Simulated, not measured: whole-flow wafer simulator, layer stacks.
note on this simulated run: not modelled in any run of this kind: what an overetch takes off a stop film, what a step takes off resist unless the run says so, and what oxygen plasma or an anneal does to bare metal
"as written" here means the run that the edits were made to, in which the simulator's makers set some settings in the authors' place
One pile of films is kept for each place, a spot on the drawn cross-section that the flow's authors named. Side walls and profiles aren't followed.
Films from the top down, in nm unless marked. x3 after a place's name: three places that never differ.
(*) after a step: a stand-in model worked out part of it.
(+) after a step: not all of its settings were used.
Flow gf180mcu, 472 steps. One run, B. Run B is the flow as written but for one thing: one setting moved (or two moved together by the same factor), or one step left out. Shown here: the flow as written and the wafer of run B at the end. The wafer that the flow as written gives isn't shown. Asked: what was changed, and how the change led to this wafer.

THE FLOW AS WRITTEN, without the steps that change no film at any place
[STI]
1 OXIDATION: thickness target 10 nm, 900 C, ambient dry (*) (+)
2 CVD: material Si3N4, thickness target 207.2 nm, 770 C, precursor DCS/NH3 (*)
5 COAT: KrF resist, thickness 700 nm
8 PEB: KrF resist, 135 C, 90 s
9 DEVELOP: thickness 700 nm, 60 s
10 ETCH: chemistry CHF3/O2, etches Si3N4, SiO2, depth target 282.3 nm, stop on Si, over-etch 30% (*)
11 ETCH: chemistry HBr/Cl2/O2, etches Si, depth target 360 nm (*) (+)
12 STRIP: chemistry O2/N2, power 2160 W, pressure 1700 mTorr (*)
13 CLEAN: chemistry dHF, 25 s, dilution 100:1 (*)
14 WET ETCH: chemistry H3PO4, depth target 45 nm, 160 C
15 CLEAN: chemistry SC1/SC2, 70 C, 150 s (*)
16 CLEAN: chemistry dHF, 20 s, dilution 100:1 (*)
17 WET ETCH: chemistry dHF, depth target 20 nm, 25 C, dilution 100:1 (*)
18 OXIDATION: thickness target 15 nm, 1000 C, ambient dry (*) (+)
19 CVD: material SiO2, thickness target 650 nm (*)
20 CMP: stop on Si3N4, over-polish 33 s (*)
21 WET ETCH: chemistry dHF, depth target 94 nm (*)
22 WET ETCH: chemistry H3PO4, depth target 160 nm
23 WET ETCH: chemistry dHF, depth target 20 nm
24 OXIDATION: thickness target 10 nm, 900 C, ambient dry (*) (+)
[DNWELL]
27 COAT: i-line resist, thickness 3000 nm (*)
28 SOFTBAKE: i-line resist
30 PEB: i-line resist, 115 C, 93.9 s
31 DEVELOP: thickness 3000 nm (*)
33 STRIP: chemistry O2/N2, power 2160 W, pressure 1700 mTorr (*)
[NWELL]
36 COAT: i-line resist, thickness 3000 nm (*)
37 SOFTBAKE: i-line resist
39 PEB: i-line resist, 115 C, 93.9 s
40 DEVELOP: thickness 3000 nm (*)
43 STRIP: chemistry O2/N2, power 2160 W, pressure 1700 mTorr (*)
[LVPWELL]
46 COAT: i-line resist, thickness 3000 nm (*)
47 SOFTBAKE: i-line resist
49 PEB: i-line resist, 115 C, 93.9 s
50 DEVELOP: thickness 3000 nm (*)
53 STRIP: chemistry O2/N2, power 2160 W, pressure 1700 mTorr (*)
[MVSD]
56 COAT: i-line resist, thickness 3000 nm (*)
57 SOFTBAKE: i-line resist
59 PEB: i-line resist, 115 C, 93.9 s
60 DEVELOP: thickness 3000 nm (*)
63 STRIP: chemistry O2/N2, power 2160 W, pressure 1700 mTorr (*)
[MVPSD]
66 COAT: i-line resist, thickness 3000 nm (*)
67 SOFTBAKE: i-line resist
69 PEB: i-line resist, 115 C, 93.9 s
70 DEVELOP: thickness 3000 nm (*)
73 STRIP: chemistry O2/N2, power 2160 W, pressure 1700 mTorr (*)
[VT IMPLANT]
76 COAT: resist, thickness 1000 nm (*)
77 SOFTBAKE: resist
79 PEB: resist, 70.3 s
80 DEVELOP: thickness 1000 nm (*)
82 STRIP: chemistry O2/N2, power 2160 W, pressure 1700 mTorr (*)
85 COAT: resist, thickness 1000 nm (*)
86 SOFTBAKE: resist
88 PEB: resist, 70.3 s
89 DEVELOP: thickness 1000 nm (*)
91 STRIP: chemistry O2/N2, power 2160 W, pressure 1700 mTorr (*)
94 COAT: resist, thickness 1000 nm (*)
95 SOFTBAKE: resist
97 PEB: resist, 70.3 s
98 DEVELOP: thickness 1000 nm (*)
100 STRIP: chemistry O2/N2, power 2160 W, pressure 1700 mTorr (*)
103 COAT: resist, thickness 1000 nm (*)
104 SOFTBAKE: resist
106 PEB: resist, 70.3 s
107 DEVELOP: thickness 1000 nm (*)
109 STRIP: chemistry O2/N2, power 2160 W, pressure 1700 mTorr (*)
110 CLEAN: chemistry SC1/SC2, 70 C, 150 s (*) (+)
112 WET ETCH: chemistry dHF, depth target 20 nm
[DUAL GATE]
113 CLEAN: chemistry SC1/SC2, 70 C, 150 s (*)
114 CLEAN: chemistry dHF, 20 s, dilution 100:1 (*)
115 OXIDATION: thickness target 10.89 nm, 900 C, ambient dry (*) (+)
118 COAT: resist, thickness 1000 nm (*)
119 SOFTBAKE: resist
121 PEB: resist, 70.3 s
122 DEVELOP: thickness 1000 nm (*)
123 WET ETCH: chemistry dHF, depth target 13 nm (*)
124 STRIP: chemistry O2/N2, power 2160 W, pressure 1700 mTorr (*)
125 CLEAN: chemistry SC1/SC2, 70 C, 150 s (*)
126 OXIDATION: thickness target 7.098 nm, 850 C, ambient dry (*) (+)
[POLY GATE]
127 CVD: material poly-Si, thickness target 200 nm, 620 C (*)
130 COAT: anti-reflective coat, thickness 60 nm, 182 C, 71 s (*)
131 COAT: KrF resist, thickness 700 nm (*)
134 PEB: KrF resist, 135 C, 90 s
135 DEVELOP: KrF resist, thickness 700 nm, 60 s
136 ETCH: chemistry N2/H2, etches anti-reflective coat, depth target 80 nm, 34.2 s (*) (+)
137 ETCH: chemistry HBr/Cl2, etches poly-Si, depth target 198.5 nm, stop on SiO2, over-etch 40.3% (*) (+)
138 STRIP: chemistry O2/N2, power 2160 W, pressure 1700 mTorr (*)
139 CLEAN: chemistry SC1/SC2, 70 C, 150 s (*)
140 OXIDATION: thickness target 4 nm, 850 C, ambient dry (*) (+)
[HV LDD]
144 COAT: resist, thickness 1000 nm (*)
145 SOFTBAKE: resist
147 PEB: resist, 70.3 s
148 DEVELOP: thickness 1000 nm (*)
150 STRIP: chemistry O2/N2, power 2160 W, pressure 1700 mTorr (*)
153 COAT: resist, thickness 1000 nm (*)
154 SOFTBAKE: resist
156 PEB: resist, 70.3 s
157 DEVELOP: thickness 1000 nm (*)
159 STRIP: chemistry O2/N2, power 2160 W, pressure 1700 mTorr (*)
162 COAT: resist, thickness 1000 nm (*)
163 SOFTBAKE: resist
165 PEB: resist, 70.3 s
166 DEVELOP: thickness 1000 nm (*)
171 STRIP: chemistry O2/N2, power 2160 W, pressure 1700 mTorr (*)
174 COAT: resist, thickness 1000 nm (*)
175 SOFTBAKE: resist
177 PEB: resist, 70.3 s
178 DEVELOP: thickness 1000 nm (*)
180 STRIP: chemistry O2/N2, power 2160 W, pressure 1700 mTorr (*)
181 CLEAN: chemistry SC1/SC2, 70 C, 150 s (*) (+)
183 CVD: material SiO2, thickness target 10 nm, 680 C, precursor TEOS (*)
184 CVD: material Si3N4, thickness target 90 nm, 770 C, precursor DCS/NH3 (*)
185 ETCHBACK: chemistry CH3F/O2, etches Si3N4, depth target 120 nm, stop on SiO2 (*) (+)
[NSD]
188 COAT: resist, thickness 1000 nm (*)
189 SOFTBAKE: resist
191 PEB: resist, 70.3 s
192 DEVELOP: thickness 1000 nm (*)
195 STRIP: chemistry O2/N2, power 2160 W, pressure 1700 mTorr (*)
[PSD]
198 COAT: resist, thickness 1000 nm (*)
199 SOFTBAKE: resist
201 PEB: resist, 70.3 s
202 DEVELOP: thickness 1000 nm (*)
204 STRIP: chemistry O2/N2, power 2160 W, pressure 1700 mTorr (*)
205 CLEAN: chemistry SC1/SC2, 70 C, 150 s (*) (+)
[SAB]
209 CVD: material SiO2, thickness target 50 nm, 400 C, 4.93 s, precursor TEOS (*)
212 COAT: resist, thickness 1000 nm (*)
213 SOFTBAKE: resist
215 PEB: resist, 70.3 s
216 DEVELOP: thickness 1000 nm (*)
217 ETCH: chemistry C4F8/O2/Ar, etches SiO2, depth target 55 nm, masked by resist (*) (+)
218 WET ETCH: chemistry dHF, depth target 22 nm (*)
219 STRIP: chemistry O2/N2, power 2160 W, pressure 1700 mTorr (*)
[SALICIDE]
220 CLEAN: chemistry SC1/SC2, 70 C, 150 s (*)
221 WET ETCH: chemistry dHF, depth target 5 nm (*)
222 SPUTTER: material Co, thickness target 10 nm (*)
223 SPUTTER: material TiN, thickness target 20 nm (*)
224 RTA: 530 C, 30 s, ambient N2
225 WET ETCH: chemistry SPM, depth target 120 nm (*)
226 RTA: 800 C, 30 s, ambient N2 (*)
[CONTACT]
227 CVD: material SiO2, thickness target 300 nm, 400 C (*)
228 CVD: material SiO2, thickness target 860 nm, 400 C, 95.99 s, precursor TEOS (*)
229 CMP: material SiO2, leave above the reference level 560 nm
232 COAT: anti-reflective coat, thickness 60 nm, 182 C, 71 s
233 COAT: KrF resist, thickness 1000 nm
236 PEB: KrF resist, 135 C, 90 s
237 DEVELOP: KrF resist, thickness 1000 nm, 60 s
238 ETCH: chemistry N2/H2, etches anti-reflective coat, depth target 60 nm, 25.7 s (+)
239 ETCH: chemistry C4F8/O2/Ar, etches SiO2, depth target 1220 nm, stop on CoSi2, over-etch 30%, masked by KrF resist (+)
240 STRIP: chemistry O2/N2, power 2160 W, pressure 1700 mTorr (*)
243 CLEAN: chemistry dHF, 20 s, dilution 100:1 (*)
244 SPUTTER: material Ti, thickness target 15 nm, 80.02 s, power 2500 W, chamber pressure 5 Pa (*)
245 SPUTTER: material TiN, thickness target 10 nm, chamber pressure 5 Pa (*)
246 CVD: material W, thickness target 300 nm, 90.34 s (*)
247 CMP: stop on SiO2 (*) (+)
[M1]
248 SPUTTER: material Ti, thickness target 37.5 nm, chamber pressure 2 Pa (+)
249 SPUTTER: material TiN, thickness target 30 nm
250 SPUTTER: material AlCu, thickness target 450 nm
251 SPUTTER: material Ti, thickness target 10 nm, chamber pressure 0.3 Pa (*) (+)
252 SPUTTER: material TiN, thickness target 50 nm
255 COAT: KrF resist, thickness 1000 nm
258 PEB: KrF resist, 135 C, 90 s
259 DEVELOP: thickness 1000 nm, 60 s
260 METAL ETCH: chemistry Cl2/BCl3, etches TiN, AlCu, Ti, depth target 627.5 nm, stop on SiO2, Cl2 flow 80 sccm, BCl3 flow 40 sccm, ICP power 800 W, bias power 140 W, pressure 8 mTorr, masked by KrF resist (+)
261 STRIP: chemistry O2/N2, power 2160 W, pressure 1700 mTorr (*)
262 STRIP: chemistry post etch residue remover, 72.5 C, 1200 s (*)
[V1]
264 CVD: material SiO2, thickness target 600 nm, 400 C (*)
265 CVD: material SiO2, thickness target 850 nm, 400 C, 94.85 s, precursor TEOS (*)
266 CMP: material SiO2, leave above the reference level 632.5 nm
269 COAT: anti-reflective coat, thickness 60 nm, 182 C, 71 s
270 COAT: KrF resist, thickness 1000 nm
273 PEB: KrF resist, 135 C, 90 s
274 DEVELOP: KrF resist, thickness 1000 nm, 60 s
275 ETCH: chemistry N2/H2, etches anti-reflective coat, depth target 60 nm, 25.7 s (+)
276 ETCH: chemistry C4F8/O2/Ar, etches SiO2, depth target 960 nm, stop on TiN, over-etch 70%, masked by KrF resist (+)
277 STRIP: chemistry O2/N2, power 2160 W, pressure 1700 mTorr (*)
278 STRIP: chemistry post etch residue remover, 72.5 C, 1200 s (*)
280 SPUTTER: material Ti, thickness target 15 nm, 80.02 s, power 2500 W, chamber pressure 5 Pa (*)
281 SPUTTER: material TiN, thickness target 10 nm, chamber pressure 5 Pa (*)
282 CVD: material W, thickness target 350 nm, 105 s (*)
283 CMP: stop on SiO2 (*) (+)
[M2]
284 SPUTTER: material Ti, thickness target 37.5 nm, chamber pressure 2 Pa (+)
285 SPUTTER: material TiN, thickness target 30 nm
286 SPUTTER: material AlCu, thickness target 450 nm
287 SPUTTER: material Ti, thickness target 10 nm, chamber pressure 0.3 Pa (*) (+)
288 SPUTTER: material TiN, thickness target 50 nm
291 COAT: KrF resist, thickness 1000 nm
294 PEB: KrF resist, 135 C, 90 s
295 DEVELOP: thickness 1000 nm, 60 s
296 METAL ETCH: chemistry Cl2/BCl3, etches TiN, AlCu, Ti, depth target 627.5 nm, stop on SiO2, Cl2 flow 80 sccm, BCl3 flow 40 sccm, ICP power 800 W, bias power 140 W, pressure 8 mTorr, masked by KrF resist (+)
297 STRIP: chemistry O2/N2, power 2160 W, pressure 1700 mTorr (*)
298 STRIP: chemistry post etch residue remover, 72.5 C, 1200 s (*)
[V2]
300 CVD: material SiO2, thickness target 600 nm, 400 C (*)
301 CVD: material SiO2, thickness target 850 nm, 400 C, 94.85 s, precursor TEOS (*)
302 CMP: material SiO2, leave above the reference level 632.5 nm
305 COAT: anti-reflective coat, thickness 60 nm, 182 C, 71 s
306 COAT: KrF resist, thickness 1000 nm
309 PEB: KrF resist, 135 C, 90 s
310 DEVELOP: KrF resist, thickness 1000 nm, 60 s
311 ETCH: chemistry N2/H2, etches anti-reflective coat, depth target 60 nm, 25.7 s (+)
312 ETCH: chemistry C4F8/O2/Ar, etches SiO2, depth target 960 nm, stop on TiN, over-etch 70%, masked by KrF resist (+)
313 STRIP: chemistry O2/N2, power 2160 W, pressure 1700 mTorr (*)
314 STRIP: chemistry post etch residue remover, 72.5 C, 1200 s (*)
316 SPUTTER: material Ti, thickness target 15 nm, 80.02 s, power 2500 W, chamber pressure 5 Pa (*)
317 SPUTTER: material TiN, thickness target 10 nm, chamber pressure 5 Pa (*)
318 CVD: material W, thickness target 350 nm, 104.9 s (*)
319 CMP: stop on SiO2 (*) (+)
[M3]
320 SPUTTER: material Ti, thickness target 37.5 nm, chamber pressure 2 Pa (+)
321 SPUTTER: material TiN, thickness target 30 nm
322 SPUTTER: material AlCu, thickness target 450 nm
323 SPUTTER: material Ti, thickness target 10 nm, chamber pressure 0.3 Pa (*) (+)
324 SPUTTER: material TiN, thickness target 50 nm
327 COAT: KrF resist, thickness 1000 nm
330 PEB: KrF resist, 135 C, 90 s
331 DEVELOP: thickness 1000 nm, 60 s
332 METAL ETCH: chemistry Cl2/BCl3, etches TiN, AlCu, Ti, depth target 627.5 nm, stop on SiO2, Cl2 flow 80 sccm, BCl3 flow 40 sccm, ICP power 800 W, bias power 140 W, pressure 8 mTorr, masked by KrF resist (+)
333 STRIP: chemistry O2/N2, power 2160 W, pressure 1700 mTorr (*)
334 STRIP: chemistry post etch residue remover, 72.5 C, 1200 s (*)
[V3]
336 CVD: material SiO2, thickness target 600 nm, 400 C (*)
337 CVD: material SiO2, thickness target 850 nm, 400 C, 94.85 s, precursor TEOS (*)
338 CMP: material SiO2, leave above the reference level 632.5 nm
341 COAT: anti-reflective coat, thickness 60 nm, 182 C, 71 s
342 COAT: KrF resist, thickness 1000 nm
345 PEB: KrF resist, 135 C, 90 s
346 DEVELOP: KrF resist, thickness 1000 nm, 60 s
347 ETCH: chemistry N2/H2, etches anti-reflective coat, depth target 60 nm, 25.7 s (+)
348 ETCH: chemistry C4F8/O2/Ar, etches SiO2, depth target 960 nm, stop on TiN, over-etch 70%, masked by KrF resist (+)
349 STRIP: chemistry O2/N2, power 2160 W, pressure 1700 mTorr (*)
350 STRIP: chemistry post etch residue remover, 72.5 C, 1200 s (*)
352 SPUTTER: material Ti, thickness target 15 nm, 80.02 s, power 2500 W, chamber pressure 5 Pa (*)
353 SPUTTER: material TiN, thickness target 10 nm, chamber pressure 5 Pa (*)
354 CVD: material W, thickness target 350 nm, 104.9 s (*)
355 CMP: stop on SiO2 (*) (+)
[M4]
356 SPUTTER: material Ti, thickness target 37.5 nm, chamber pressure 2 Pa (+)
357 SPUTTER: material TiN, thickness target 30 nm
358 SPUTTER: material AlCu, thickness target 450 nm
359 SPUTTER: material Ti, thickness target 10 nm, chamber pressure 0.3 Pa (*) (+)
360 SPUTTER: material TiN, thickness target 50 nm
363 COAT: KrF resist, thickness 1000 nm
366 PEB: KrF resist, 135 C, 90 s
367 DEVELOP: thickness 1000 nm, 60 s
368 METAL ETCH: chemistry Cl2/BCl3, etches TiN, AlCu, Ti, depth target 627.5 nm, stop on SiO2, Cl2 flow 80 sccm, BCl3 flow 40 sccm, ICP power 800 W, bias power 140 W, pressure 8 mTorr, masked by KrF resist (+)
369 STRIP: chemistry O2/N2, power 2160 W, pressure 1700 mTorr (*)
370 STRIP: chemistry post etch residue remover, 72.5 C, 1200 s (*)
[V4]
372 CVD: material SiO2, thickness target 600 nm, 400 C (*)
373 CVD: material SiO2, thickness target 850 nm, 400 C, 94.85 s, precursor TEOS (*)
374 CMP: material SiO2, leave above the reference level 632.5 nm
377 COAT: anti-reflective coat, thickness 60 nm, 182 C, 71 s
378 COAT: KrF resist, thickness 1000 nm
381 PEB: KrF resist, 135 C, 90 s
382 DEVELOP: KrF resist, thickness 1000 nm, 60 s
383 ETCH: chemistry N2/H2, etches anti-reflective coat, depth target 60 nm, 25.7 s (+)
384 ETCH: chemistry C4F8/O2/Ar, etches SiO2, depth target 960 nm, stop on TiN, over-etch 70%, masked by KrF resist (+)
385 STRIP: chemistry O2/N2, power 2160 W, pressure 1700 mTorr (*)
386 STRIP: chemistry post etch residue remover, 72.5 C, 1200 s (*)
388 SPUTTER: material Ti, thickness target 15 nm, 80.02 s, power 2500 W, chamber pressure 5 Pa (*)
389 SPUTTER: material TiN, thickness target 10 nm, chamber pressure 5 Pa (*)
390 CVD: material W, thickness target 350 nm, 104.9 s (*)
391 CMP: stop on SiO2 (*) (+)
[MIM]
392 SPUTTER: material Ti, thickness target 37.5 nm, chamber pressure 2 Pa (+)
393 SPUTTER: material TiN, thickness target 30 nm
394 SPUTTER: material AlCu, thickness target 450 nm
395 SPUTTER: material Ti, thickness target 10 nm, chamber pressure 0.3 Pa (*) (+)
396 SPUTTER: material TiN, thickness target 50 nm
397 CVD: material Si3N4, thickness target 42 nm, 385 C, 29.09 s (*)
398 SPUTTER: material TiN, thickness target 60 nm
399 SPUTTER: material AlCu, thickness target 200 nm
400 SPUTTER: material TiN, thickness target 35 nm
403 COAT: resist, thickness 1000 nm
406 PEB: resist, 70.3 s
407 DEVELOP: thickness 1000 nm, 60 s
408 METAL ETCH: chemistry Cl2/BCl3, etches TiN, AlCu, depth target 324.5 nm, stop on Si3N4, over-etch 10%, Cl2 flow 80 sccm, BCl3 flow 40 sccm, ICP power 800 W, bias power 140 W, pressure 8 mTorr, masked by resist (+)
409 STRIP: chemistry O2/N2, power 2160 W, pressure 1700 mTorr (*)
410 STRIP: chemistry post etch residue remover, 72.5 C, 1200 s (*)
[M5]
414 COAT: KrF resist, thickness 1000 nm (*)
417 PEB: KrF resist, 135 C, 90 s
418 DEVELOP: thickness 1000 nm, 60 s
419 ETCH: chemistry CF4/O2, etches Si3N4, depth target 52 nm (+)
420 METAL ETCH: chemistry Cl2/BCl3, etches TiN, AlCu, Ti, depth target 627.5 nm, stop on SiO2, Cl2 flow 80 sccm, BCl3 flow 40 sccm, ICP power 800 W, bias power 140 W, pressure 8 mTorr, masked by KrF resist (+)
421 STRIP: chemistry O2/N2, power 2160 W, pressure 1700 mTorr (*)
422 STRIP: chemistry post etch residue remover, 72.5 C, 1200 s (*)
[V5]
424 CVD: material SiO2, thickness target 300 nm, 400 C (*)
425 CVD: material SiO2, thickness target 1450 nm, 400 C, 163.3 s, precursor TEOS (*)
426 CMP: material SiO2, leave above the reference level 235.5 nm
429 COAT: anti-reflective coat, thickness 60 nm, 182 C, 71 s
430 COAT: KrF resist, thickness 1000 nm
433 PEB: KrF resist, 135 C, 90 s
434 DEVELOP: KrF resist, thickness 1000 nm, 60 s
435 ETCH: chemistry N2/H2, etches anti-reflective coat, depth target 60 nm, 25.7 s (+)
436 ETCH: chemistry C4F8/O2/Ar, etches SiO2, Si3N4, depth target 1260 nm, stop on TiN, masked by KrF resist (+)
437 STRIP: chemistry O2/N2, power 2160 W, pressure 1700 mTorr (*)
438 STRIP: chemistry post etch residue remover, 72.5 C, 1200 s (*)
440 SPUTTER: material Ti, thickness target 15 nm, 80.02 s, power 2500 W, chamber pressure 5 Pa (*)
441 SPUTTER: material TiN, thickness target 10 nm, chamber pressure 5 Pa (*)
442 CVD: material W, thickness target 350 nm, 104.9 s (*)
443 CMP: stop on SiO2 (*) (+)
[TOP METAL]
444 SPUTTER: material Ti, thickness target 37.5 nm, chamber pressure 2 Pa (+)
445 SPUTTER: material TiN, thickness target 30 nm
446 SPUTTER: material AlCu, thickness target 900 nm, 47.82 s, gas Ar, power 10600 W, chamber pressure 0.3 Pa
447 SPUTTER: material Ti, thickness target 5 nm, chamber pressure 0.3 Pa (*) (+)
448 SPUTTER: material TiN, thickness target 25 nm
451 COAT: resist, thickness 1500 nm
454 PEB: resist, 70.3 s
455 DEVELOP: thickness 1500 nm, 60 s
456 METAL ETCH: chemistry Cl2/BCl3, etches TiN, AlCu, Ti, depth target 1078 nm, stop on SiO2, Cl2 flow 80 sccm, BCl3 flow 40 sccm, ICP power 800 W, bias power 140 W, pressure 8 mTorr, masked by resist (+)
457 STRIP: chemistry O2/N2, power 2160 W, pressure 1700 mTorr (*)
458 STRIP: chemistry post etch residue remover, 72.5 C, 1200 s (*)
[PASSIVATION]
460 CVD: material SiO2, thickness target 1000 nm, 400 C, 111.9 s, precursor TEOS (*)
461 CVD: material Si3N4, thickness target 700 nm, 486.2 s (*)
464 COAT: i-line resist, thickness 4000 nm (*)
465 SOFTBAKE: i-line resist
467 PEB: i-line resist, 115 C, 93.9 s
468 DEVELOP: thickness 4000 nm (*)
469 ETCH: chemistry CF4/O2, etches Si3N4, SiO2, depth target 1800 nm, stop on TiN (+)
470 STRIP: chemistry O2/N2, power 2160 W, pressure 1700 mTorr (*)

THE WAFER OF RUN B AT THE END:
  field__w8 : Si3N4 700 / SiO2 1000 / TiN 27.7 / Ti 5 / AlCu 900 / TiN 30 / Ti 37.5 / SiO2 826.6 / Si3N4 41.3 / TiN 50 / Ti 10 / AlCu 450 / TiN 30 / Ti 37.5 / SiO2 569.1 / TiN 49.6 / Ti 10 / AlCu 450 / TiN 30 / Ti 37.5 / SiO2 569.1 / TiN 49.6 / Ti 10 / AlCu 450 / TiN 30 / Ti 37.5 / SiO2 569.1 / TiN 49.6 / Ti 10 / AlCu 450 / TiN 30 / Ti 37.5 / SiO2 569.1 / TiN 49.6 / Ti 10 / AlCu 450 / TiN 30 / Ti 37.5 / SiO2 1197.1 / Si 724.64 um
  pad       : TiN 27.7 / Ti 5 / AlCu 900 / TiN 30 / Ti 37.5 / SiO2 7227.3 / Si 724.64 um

The cause: step 448, SPUTTER: thickness target 28.1 nm was run, where the flow has thickness target 25 nm.

How the change led to this, step by step:
  448 SPUTTER: material TiN, thickness target 25 nm
      field, field__w1, field__w2 and 109 more: TiN +28.1 (new film) (as written it would be: TiN +25 (new film))
  456 METAL ETCH: chemistry Cl2/BCl3, etches TiN, AlCu, Ti, depth target 1078 nm, stop on SiO2, Cl2 flow 80 sccm, BCl3 flow 40 sccm, ICP power 800 W, bias power 140 W, pressure 8 mTorr, masked by resist (+)
      field, field__w1, field__w2 and 103 more: TiN -28.1 (all of it), Ti -5 (all of it), AlCu -900 (all of it), TiN -30 (all of it), Ti -37.5 (all of it) (as written it would be: TiN -25 (all of it), Ti -5 (all of it), AlCu -900 (all of it), TiN -30 (all of it), Ti -37.5 (all of it))
  465 SOFTBAKE: i-line resist
      gate: i-line resist -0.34 (as written it would be: i-line resist +1.79)
      ld_acc_p, ld_fp_p, ld_drift_p: i-line resist +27 (as written it would be: i-line resist +33.8)
      (and at 57 more places)
